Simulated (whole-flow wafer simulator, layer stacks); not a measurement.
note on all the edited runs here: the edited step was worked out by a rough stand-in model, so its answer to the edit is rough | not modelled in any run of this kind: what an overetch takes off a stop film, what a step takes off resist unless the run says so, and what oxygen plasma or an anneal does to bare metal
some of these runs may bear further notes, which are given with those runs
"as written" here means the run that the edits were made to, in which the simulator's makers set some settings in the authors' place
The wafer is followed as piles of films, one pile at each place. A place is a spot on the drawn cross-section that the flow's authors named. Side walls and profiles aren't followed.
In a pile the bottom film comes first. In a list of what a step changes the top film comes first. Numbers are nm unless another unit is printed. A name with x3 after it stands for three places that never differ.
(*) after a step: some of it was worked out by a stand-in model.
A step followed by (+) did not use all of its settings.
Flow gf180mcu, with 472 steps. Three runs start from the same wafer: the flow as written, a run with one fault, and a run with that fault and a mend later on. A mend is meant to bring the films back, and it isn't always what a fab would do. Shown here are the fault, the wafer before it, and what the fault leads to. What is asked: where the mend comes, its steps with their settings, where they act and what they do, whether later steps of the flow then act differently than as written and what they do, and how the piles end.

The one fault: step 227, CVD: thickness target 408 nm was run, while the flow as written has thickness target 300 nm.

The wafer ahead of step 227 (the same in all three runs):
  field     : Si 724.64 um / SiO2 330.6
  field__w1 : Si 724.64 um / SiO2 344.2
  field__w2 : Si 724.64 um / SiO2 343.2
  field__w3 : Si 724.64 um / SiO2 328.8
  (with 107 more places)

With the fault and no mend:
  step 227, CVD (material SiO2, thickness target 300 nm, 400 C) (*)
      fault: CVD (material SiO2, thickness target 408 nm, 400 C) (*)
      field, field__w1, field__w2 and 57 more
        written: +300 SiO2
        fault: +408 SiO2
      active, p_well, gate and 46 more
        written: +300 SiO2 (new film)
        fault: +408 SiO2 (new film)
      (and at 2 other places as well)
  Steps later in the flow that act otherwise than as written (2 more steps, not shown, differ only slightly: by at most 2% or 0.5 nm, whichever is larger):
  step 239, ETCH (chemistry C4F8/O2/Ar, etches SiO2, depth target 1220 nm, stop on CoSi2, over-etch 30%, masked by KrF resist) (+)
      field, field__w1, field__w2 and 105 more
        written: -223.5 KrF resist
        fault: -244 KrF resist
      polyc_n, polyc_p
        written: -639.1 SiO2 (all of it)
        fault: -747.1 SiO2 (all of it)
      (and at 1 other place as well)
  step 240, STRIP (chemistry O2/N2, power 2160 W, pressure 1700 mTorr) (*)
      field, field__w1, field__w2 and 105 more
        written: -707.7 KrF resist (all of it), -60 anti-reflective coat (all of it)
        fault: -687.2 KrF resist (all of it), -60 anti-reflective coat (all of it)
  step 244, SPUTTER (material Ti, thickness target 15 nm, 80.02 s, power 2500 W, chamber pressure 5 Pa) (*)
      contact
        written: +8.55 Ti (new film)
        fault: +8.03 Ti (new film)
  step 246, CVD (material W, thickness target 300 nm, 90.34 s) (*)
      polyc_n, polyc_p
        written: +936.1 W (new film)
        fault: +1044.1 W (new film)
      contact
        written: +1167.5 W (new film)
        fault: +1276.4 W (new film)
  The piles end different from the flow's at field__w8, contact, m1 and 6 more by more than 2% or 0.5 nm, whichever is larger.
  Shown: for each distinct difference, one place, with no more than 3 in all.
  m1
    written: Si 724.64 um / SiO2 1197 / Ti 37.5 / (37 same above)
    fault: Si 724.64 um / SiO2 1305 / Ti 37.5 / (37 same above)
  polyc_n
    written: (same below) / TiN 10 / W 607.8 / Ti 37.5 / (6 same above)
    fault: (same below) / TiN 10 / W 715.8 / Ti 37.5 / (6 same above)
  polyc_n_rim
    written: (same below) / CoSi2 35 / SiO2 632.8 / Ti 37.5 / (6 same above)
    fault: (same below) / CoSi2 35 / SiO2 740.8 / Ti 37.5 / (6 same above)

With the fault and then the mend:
  The mend follows step 227.
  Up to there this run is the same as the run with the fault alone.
  step 227a, WET ETCH (chemistry dHF, depth target 108 nm, 25 C, dilution 100:1) (*) (a further turn of the flow's step 17, with different settings)
      field, field__w1, field__w2 and 108 more
        -108 SiO2
  Later steps of the flow that are run all act as written at every place that is followed, up to a difference of at most 2% or 0.5 nm, whichever is larger.
  At every place that both follow, the piles at the end match the flow's.
